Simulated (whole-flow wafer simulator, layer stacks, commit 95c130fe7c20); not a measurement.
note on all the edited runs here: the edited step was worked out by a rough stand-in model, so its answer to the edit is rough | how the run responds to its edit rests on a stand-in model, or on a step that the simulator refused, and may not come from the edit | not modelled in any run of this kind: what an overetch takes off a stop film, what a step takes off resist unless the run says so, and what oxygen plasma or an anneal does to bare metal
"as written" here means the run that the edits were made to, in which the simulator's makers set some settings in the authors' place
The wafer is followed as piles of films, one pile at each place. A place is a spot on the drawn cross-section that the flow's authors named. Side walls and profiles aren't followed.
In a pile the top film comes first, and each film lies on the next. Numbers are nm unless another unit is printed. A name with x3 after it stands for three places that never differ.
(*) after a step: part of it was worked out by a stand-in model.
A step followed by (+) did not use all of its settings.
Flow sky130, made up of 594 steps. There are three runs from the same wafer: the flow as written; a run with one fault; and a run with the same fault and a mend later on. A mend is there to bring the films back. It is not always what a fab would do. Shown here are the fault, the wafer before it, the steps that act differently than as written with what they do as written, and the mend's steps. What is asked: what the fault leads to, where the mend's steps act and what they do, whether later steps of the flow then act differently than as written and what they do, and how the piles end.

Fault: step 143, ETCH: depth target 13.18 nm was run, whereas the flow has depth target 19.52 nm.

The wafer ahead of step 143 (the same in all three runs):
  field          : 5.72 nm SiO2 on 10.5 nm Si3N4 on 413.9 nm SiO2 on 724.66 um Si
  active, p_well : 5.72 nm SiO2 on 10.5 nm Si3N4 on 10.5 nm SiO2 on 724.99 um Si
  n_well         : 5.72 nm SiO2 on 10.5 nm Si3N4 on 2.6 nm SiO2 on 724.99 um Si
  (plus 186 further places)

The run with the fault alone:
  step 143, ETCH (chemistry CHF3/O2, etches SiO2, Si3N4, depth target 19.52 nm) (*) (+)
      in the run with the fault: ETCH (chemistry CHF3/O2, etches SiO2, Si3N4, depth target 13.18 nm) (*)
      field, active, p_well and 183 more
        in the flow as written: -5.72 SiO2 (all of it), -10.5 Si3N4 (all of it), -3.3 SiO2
        in the run with the fault: -5.72 SiO2 (all of it), -7.46 Si3N4
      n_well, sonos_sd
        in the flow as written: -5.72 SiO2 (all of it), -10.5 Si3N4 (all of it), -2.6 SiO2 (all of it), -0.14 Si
        in the run with the fault: -5.72 SiO2 (all of it), -7.46 Si3N4
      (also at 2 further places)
  Steps later in the flow that act otherwise than as written (51 more steps, not shown, differ only slightly: by at most 2% or 0.5 nm, whichever is larger):
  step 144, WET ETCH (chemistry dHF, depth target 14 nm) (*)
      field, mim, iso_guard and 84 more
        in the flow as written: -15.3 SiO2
        in the run with the fault: -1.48 Si3N4
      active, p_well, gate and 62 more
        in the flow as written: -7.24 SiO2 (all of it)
        in the run with the fault: -1.48 Si3N4
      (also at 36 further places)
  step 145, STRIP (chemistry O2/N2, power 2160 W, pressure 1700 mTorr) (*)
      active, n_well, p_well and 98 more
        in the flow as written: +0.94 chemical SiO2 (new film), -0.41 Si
        in the run with the fault: nothing
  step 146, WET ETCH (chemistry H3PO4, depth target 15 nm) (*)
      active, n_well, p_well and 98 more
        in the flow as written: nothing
        in the run with the fault: -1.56 Si3N4 (all of it), -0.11 SiO2
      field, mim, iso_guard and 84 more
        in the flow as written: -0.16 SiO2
        in the run with the fault: -1.56 Si3N4 (all of it), -0.14 SiO2
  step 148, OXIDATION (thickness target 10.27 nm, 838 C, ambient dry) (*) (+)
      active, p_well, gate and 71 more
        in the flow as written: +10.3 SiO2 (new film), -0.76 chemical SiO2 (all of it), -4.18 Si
        in the run with the fault: +6.52 SiO2, -2.87 Si
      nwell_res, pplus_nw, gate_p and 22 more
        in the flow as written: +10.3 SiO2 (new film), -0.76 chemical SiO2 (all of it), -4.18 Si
        in the run with the fault: +6.54 SiO2, -2.88 Si
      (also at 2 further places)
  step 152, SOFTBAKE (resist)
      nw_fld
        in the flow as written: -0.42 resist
        in the run with the fault: +1.42 resist
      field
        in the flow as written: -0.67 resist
        in the run with the fault: -0.04 resist
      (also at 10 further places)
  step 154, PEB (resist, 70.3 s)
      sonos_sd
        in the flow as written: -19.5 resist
        in the run with the fault: -20.1 resist
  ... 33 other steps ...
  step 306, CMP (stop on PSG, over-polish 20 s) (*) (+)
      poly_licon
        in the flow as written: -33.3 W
        in the run with the fault: -50 W
  The piles end different from the flow's at field, gate_hv, m1 and 127 more by more than 2% or 0.5 nm, whichever is larger.
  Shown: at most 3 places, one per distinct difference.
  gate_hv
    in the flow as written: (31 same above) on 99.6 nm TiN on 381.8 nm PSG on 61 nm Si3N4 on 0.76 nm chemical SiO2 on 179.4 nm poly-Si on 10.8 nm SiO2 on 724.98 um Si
    in the run with the fault: (31 same above) on 99.6 nm TiN on 375.5 nm PSG on 61 nm Si3N4 on 0.76 nm chemical SiO2 on 179.4 nm poly-Si on 17.1 nm SiO2 on 724.99 um Si
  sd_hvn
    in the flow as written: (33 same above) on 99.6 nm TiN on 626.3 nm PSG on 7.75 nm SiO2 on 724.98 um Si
    in the run with the fault: (33 same above) on 99.6 nm TiN on 620.1 nm PSG on 13.9 nm SiO2 on 724.98 um Si
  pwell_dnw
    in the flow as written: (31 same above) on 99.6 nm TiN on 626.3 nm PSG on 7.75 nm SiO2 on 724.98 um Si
    in the run with the fault: (31 same above) on 99.6 nm TiN on 620.1 nm PSG on 13.9 nm SiO2 on 724.98 um Si

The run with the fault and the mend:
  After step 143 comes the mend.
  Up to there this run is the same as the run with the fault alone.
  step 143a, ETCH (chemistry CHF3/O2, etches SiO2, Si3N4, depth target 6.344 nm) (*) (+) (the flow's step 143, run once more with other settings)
      field, active, p_well and 183 more
        -3.04 Si3N4 (all of it), -3.3 SiO2
      n_well, sonos_sd
        -3.04 Si3N4 (all of it), -2.6 SiO2 (all of it), -0.14 Si
      sonos_cell, sonos_cell_x
        -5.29 resist
  None of the later steps of the flow differs from how it acts as written, at any place that is followed, by more than 2% or 0.5 nm, whichever is larger.
  By the end, the piles equal the flow's at every place that both follow.
